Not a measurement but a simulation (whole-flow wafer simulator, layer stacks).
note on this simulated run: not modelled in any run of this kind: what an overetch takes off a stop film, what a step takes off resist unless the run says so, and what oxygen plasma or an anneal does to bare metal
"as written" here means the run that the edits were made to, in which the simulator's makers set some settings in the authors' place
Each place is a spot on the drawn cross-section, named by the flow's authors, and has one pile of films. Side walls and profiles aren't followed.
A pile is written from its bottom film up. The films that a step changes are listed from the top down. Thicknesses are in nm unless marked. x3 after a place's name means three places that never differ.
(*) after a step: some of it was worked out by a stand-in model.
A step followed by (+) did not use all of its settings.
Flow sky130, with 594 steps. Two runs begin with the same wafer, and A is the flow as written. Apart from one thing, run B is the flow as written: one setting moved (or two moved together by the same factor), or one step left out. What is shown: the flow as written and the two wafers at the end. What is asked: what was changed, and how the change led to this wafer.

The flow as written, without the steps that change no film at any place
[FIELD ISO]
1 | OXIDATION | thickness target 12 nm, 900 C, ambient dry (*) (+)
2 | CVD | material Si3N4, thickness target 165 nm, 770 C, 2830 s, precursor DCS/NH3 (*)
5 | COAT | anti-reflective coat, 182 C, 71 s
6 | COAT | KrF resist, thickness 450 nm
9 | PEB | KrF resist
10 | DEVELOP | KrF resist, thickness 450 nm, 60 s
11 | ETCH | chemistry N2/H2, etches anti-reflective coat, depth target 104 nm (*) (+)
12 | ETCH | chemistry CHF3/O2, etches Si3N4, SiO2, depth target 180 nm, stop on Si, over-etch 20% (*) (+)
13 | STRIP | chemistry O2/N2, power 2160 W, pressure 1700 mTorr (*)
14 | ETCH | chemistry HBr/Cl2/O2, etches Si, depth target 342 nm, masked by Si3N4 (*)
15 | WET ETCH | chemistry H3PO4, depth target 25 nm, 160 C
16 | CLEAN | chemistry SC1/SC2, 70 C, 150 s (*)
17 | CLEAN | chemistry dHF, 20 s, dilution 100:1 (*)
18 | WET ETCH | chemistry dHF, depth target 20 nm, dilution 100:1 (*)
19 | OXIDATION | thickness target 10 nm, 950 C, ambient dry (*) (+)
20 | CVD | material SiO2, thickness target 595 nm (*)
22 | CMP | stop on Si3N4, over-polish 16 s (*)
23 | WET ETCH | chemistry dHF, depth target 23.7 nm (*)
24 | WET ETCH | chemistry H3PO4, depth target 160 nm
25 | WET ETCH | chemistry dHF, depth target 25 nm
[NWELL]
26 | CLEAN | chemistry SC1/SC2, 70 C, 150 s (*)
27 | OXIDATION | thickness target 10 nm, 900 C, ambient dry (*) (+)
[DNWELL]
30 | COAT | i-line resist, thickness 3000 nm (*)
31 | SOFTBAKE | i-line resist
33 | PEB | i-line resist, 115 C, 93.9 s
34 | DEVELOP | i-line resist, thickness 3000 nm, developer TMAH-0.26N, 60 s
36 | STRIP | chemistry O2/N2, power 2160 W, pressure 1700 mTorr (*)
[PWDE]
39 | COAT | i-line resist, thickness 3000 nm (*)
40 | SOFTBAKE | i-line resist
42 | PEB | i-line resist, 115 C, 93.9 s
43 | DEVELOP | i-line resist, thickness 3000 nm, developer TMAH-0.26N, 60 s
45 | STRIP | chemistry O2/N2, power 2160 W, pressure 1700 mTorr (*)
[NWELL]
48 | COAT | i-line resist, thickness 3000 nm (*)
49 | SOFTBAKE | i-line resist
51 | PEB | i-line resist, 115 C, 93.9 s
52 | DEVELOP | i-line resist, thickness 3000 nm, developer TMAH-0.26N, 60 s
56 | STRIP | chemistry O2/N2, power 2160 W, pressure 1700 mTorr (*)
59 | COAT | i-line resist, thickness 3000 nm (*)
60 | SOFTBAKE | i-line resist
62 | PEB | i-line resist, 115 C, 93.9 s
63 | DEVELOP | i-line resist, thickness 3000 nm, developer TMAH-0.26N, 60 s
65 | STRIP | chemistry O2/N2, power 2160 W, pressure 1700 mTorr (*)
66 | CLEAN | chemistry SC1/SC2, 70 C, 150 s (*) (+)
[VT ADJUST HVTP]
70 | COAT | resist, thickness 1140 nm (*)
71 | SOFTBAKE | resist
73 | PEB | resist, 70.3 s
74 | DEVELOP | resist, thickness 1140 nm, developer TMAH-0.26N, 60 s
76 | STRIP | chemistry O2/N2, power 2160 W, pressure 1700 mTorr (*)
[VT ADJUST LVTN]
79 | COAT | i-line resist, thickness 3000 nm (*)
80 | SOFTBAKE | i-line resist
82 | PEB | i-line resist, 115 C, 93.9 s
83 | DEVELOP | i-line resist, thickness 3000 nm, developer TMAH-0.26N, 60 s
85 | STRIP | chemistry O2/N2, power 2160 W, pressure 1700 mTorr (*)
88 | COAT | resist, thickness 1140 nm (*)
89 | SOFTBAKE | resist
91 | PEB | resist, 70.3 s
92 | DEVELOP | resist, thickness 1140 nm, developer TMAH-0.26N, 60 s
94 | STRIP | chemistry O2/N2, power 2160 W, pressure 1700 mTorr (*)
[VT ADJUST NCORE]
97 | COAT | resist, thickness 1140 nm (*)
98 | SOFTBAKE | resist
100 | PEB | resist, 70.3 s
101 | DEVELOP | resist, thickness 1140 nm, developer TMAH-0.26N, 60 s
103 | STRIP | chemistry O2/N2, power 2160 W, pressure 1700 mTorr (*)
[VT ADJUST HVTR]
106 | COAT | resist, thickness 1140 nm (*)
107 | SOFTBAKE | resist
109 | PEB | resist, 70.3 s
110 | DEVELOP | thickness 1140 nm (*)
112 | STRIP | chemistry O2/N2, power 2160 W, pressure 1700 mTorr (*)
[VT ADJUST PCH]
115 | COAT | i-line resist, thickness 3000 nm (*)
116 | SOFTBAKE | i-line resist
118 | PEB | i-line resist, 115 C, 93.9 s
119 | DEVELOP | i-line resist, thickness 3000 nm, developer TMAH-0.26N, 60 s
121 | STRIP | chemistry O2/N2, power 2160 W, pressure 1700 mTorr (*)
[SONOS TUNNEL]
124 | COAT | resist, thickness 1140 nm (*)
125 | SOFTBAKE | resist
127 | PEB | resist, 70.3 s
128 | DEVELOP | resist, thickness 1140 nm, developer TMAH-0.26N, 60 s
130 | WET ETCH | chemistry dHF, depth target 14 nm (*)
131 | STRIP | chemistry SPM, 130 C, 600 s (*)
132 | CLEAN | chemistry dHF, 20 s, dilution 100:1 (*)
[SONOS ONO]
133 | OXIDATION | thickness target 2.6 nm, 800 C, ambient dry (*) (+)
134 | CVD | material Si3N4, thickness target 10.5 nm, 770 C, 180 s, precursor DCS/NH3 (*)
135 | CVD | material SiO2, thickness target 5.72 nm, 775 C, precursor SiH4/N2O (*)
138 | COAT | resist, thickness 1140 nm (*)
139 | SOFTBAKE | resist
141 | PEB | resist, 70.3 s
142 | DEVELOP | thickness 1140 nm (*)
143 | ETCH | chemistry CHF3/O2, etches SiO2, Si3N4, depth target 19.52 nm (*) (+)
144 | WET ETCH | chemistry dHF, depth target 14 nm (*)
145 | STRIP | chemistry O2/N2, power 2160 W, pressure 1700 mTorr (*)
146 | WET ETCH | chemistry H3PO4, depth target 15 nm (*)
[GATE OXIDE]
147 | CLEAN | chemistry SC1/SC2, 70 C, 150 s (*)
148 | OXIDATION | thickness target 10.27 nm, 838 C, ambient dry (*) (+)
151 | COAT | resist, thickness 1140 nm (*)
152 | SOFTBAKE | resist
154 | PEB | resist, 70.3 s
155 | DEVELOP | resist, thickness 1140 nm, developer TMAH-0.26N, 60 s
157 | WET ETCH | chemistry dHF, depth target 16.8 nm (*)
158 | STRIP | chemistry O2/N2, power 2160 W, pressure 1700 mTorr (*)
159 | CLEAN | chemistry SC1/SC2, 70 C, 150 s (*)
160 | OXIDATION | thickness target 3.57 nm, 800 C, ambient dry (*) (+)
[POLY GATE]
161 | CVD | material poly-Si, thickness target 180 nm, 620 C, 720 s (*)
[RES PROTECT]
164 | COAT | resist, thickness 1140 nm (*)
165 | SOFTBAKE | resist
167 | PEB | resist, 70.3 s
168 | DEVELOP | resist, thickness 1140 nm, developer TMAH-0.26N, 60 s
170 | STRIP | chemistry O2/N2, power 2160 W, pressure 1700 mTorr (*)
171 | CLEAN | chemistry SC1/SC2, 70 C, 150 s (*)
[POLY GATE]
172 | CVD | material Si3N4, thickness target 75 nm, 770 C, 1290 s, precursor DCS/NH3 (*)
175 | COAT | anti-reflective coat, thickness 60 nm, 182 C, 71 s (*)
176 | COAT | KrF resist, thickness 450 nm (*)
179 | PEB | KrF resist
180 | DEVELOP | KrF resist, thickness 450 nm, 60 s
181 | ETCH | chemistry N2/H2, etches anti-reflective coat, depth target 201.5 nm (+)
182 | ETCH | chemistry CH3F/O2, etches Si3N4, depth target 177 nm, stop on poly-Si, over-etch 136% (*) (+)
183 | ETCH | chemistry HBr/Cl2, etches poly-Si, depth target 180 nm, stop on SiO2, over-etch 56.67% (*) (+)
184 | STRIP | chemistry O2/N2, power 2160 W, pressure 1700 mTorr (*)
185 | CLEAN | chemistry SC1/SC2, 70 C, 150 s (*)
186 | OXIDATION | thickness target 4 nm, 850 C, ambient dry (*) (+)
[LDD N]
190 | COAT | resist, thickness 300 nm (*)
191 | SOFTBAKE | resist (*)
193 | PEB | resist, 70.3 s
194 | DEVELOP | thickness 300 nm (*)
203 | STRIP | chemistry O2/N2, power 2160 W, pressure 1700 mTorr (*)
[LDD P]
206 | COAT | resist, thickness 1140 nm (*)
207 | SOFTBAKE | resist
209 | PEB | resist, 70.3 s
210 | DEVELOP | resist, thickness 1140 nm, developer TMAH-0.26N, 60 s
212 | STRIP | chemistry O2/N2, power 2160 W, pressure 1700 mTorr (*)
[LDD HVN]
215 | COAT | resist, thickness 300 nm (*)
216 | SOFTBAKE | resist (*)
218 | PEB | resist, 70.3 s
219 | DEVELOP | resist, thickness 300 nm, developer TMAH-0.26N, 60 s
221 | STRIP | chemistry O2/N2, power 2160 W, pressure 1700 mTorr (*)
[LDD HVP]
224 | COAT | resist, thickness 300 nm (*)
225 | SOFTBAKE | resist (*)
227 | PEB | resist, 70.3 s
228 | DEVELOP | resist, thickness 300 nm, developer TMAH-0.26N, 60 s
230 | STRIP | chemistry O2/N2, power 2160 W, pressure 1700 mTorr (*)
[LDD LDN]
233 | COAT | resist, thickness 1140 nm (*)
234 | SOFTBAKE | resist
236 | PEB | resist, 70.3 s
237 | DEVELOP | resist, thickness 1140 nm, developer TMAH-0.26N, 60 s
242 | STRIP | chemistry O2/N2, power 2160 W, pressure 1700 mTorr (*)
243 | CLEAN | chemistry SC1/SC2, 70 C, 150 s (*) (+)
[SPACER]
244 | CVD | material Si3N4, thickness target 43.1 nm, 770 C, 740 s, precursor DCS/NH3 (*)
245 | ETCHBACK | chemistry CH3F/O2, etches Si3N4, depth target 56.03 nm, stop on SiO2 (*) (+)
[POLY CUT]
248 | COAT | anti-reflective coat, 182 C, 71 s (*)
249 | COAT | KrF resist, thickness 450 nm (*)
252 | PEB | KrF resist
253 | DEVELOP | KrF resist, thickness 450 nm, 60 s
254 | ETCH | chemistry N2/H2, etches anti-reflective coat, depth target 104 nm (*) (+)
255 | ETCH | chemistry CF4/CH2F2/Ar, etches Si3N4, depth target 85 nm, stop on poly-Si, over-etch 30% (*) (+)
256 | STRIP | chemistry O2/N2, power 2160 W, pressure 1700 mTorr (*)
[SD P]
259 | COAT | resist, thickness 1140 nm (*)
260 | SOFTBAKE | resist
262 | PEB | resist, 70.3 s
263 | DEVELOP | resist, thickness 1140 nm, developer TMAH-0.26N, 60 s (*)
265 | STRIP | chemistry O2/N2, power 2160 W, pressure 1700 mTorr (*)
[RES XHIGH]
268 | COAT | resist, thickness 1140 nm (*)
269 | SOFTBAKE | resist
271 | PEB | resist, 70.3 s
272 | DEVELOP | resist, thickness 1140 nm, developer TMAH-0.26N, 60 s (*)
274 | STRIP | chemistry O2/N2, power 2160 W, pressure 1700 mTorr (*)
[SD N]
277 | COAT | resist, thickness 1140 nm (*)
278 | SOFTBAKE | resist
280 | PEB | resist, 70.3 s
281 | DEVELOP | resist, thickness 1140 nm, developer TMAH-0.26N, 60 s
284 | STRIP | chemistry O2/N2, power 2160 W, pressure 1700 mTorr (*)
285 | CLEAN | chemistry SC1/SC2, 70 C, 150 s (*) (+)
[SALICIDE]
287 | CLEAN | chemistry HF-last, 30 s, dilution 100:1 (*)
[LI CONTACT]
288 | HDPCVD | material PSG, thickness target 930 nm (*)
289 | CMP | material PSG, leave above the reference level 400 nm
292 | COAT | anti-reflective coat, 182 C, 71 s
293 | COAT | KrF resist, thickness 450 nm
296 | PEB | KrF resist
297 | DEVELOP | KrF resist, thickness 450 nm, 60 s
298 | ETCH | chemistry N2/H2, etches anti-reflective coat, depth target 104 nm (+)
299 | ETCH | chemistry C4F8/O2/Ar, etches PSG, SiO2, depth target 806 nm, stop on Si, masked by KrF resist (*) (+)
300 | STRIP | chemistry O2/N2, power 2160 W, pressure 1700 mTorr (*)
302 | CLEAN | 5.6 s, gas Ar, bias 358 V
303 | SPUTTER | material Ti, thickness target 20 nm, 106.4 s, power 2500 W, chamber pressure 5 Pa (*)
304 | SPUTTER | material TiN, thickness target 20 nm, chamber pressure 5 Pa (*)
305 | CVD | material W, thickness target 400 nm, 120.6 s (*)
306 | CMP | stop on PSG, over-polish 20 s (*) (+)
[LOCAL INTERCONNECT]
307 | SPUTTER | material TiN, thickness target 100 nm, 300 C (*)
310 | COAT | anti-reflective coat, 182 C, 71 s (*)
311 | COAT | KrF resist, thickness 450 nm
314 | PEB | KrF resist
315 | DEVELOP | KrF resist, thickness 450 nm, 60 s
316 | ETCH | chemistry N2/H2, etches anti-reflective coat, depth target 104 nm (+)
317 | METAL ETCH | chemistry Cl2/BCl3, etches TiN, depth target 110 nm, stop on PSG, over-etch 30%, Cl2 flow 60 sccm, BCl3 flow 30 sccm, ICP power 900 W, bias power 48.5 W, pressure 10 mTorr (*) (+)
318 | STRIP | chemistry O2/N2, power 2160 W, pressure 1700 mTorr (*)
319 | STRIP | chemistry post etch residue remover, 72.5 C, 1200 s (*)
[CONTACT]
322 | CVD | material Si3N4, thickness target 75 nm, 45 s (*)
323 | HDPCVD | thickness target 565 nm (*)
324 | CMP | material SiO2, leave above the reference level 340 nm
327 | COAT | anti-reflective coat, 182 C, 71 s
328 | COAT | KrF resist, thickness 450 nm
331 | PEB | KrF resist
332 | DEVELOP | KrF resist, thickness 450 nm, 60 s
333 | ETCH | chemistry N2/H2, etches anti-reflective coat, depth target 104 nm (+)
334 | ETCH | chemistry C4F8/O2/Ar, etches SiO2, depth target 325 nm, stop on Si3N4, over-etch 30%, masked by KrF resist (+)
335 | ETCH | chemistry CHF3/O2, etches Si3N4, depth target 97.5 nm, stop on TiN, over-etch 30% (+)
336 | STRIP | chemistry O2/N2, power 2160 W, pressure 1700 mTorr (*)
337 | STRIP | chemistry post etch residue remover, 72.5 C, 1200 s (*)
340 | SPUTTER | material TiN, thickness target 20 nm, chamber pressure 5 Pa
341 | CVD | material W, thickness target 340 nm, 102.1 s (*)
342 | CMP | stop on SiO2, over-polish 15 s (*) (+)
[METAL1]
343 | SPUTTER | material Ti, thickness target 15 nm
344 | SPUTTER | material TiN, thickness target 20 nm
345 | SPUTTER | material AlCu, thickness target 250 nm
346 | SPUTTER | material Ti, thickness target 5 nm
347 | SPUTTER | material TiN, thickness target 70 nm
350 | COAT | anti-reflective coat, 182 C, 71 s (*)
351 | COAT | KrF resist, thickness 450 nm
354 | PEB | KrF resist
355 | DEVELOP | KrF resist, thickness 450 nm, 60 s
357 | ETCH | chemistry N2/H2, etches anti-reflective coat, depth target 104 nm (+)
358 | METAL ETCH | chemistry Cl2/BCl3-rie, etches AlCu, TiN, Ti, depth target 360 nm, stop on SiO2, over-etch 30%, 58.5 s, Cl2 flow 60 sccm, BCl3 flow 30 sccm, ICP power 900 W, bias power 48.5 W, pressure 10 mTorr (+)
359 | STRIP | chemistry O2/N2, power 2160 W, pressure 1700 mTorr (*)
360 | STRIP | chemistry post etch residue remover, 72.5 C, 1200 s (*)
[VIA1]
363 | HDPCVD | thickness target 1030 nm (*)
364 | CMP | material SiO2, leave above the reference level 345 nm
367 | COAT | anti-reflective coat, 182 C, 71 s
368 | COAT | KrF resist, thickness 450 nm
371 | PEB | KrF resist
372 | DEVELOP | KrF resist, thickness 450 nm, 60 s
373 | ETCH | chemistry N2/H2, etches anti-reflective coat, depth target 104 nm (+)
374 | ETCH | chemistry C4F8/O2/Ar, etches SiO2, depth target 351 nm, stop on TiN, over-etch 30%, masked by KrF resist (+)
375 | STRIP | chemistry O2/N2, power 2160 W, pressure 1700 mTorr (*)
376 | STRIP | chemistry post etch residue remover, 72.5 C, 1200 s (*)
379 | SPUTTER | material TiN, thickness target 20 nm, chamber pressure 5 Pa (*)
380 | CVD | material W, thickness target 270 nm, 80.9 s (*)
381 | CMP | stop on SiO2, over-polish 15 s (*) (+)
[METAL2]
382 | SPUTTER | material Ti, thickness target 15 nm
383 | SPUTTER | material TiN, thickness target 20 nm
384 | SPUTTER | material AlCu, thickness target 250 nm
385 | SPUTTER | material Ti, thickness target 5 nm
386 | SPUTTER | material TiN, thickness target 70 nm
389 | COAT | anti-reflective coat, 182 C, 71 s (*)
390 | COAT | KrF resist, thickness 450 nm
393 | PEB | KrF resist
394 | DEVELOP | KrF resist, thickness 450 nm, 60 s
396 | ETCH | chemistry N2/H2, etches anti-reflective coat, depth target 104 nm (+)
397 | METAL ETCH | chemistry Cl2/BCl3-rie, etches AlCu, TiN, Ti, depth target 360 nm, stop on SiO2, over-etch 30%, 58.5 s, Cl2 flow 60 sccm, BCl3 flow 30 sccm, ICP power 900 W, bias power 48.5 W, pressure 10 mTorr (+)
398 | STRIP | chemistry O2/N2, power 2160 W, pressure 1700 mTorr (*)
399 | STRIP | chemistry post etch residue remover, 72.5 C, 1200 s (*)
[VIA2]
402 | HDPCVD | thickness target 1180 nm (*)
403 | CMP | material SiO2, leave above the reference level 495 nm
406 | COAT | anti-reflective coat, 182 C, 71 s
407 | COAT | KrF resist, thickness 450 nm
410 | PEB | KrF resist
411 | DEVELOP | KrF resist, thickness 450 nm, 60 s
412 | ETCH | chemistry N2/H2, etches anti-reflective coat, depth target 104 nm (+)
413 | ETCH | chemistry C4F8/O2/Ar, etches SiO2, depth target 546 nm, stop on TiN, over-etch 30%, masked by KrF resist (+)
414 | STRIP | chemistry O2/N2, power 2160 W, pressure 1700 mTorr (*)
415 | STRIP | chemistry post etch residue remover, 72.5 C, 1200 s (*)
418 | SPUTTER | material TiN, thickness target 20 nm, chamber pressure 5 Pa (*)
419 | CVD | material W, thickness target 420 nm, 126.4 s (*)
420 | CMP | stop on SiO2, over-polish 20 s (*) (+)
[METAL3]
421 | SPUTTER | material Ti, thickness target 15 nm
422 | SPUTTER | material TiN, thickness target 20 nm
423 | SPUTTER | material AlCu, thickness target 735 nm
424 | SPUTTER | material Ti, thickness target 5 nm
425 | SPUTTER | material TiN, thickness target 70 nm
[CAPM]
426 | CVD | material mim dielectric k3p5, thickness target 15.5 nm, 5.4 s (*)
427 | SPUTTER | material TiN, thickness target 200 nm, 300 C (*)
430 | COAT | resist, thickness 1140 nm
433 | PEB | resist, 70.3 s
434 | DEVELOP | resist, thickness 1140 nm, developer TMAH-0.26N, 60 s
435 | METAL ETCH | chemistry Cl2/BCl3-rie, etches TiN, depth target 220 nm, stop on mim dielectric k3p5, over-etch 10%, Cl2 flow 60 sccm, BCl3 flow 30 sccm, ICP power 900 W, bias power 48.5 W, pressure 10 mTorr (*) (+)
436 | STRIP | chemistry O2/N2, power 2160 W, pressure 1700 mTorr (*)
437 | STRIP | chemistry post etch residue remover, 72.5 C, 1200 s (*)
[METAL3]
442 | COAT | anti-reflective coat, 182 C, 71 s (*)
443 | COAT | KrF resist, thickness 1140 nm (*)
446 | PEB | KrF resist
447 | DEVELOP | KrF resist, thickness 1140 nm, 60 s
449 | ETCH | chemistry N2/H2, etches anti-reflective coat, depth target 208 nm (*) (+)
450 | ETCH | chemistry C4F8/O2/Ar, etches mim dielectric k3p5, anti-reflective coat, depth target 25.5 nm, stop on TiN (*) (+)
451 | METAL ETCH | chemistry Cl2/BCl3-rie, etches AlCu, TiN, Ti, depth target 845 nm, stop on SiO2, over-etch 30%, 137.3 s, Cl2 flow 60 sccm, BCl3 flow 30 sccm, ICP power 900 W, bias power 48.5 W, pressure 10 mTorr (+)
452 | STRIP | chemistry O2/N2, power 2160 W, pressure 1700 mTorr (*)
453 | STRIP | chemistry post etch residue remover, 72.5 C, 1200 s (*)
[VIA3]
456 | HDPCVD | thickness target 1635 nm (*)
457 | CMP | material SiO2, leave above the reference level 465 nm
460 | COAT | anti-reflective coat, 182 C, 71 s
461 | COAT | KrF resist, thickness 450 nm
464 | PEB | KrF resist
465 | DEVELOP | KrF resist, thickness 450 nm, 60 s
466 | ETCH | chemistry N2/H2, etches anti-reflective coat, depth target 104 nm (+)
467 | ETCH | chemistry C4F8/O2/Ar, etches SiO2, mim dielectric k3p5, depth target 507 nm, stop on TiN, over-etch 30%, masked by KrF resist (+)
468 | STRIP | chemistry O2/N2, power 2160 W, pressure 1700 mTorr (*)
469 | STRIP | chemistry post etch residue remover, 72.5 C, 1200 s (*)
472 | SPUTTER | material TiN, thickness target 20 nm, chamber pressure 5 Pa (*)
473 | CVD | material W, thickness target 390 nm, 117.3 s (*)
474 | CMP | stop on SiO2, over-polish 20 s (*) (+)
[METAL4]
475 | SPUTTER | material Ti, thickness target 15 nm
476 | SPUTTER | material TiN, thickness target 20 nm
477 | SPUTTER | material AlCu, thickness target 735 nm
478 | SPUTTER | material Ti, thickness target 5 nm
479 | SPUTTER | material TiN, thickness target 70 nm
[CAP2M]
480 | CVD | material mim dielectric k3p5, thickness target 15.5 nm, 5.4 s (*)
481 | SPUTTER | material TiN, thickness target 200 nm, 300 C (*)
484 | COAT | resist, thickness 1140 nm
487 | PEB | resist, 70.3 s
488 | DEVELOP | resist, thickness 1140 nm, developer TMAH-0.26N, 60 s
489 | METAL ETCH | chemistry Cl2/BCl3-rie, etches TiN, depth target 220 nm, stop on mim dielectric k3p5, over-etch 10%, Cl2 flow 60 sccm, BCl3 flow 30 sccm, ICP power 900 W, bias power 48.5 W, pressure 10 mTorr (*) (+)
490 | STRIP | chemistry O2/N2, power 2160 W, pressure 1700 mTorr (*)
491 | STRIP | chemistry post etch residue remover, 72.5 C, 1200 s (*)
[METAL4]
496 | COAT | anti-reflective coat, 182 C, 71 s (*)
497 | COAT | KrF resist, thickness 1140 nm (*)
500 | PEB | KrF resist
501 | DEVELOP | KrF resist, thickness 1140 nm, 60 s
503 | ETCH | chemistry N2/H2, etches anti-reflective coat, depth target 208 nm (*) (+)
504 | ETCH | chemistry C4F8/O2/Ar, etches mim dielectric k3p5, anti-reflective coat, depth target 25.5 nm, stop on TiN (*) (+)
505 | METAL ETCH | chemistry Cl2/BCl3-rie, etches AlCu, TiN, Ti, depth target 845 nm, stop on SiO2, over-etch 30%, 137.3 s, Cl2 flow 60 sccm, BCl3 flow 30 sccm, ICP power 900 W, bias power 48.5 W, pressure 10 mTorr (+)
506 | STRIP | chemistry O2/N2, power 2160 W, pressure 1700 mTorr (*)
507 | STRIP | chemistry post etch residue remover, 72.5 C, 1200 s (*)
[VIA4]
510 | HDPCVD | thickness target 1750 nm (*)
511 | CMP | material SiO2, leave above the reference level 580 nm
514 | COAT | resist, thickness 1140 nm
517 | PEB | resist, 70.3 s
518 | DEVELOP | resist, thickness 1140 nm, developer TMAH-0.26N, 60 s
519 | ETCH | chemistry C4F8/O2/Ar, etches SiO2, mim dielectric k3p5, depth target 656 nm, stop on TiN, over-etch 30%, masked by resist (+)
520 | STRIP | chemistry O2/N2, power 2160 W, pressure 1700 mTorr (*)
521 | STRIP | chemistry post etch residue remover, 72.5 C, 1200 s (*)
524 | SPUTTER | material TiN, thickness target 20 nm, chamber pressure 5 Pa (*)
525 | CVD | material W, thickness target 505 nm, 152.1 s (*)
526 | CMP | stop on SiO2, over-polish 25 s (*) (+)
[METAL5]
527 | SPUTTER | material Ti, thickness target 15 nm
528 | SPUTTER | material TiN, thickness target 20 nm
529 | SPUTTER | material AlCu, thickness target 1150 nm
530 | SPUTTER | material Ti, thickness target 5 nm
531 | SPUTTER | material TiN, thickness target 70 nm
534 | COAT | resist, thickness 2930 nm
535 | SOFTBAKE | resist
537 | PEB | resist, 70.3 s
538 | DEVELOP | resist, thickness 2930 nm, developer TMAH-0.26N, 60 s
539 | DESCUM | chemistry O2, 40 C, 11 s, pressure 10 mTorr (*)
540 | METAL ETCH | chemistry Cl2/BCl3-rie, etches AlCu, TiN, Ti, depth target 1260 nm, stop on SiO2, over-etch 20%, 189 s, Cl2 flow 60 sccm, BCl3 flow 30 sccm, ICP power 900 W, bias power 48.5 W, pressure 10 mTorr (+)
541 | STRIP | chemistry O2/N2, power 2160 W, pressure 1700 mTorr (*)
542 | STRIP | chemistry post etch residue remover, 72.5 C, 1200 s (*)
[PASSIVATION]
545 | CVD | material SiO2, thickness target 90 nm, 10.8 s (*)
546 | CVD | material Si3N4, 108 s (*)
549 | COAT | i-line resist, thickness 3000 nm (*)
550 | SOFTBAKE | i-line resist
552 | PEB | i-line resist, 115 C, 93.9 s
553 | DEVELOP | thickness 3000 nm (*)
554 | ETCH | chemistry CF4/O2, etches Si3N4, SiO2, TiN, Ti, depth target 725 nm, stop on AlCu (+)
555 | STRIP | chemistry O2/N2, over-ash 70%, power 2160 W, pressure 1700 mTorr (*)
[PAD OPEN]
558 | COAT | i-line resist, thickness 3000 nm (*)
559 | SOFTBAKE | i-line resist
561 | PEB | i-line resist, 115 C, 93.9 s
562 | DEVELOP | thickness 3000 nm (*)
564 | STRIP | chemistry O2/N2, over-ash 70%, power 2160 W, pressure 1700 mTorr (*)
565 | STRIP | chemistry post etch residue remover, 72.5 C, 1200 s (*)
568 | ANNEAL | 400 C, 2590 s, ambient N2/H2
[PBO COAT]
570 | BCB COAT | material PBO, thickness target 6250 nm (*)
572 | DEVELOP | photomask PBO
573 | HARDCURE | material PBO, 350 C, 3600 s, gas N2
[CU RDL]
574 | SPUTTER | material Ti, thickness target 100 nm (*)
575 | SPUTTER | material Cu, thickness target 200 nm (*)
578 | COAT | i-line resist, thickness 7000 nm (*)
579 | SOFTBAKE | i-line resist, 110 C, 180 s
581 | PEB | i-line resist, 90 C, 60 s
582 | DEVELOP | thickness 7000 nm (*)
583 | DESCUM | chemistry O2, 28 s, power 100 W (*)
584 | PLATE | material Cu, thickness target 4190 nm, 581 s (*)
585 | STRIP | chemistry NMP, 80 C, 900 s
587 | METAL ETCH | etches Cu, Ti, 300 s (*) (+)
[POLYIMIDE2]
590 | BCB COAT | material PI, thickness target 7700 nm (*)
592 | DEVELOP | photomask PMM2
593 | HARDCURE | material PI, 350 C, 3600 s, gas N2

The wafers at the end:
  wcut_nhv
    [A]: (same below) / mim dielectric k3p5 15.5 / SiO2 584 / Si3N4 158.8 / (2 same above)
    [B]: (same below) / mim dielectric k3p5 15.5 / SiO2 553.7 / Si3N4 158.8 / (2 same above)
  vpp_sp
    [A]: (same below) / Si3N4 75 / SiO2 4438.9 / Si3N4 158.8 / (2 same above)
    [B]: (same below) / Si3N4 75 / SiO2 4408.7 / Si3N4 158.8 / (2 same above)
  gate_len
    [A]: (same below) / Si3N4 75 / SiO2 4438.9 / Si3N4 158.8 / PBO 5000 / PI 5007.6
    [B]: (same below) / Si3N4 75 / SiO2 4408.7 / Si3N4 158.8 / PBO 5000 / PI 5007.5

Cause: step 540, METAL ETCH: depth target 1512 nm was run, while the flow as written has depth target 1260 nm; step 540, METAL ETCH: 227 s was run, where the flow has 189 s.

The path from the change to this, step by step:
  540 | METAL ETCH | chemistry Cl2/BCl3-rie, etches AlCu, TiN, Ti, depth target 1260 nm, stop on SiO2, over-etch 20%, 189 s, Cl2 flow 60 sccm, BCl3 flow 30 sccm, ICP power 900 W, bias power 48.5 W, pressure 10 mTorr (+)
      field, active, gate and 175 more: A -70 TiN (all of it), -5 Ti (all of it), -1150 AlCu (all of it), -20 TiN (all of it), -15 Ti (all of it), -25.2 SiO2 | B -70 TiN (all of it), -5 Ti (all of it), -1150 AlCu (all of it), -20 TiN (all of it), -15 Ti (all of it), -55.4 SiO2
      n_well, p_well, sd_n and 12 more: A -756 resist | B -907.2 resist
  541 | STRIP | chemistry O2/N2, power 2160 W, pressure 1700 mTorr (*)
      n_well, p_well, sd_n and 9 more: A -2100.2 resist (all of it) | B -1949 resist (all of it)
      m1, via4_hole: A -2102.3 resist (all of it) | B -1951.1 resist (all of it)
      (and at 1 other place as well)
  550 | SOFTBAKE | i-line resist
      gate: A -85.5 i-line resist | B -88.8 i-line resist
      spacer: A -97.5 i-line resist | B -101.4 i-line resist
      (and at 56 other places as well)
  555 | STRIP | chemistry O2/N2, over-ash 70%, power 2160 W, pressure 1700 mTorr (*)
      n_well, p_well, sd_n, sd_p: A -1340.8 i-line resist (all of it) | B -1311.3 i-line resist (all of it)
      m1: A -1364.1 i-line resist (all of it) | B -1335.2 i-line resist (all of it)
      (and at 3 other places as well)
  559 | SOFTBAKE | i-line resist
      gate: A -85.5 i-line resist | B -88.8 i-line resist
      gate_hv: A +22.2 i-line resist | B +23.2 i-line resist
      (and at 61 other places as well)
  578 | COAT | i-line resist, thickness 7000 nm (*)
      pad: A +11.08 um i-line resist (new film) | B +11.05 um i-line resist (new film)
  579 | SOFTBAKE | i-line resist, 110 C, 180 s
      mim: A -16.8 i-line resist | B -17.4 i-line resist
      nw_fld__w1: A -18 i-line resist | B -18.6 i-line resist
      (and at 1 other place as well)
  582 | DEVELOP | thickness 7000 nm (*)
      pad: A -11.08 um i-line resist (all of it) | B -11.05 um i-line resist (all of it)
